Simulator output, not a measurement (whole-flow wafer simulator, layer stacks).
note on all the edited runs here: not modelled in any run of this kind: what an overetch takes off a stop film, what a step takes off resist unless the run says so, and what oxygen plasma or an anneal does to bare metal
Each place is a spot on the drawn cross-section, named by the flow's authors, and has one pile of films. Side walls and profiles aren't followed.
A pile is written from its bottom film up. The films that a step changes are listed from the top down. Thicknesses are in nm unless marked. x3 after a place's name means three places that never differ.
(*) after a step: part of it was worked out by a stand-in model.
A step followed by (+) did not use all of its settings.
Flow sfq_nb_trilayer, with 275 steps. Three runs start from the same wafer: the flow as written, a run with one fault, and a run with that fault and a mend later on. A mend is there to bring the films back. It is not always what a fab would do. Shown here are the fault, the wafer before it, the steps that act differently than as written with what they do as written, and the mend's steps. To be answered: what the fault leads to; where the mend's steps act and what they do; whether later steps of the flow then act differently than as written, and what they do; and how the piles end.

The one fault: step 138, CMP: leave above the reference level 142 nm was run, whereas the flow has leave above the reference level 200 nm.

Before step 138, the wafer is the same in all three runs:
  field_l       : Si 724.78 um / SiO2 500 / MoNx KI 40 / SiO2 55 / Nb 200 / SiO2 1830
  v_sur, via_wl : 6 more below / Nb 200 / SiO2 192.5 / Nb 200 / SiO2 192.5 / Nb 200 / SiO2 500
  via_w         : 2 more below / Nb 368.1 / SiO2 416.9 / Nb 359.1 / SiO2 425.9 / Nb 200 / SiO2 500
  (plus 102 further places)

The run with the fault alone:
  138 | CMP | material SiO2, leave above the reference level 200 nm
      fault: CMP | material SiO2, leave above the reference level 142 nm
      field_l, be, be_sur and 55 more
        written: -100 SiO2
        fault: -158 SiO2
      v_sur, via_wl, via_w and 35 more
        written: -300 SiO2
        fault: -358 SiO2
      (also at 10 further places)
  Steps later in the flow that act otherwise than as written (not shown: 6 more steps that differ only slightly, by at most 2% or 0.5 nm, whichever is larger):
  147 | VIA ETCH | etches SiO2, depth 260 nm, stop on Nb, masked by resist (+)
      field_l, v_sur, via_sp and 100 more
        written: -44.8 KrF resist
        fault: -36.7 KrF resist
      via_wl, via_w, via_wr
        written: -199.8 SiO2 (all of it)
        fault: -141.8 SiO2 (all of it)
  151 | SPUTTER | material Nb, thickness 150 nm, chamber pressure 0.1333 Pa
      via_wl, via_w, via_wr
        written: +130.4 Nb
        fault: +137.2 Nb
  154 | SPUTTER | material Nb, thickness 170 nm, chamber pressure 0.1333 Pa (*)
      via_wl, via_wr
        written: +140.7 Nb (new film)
        fault: +119.9 Nb (new film)
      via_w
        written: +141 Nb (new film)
        fault: +164.1 Nb (new film)
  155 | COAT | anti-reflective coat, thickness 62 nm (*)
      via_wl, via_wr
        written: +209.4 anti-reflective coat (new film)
        fault: +201.2 anti-reflective coat (new film)
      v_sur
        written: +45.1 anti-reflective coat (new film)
        fault: +47.9 anti-reflective coat (new film)
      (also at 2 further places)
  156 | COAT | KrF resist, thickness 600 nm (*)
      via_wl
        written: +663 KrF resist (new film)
        fault: +641.8 KrF resist (new film)
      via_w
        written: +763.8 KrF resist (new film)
        fault: +697.5 KrF resist (new film)
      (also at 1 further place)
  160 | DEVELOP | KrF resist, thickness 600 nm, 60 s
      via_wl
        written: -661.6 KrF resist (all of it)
        fault: -640.5 KrF resist (all of it)
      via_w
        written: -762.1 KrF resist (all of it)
        fault: -696 KrF resist (all of it)
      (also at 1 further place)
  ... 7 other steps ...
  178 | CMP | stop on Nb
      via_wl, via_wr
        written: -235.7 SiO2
        fault: -300.4 SiO2
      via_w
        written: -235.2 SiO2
        fault: -299.8 SiO2
  By the end, the piles at v_sur, via_wl, via_w and 86 more depart from the flow's by more than 2% or 0.5 nm, whichever is larger.
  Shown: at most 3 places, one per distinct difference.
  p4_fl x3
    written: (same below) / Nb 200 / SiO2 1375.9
    fault: (same below) / Nb 200 / SiO2 1317.9
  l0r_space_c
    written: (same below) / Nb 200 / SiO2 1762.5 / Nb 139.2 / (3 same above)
    fault: (same below) / Nb 200 / SiO2 1704.5 / Nb 139.2 / (3 same above)
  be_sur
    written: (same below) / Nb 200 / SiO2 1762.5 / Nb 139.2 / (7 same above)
    fault: (same below) / Nb 200 / SiO2 1704.5 / Nb 139.2 / (7 same above)

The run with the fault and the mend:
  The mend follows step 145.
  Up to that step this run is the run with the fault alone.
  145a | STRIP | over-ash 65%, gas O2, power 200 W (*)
      field_l, v_sur, via_sp and 100 more
        -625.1 KrF resist (all of it), -62 anti-reflective coat (all of it)
      via_wl, via_w, via_wr
        -62 anti-reflective coat (all of it)
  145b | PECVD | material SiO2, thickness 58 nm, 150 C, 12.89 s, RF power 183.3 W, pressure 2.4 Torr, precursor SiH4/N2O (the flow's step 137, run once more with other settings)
      field_l, v_sur, via_wl and 103 more
        +58 SiO2
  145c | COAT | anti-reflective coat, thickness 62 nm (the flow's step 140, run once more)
      field_l, v_sur, via_wl and 103 more
        +62 anti-reflective coat (new film)
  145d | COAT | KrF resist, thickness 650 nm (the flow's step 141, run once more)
      field_l, v_sur, via_wl and 103 more
        +650 KrF resist (new film)
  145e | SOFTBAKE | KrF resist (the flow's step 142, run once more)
      leaves every film unchanged at each place that is followed
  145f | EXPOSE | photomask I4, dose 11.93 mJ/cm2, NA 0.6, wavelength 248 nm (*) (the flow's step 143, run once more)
      leaves every film unchanged at each place that is followed
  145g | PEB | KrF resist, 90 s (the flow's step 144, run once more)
      field_l, v_sur, via_wl and 103 more
        -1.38 KrF resist
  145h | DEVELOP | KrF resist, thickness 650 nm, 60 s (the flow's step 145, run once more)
      field_l, v_sur, via_sp and 100 more
        -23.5 KrF resist
      via_wl, via_w, via_wr
        -648.6 KrF resist (all of it)
  Every later step of the flow that is run acts as written, at every place that is followed, to within 2% or 0.5 nm, whichever is larger.
  When the end is reached, the piles differ only a little from the flow's at the places that both follow, at most by 2% or 0.5 nm, whichever is larger.
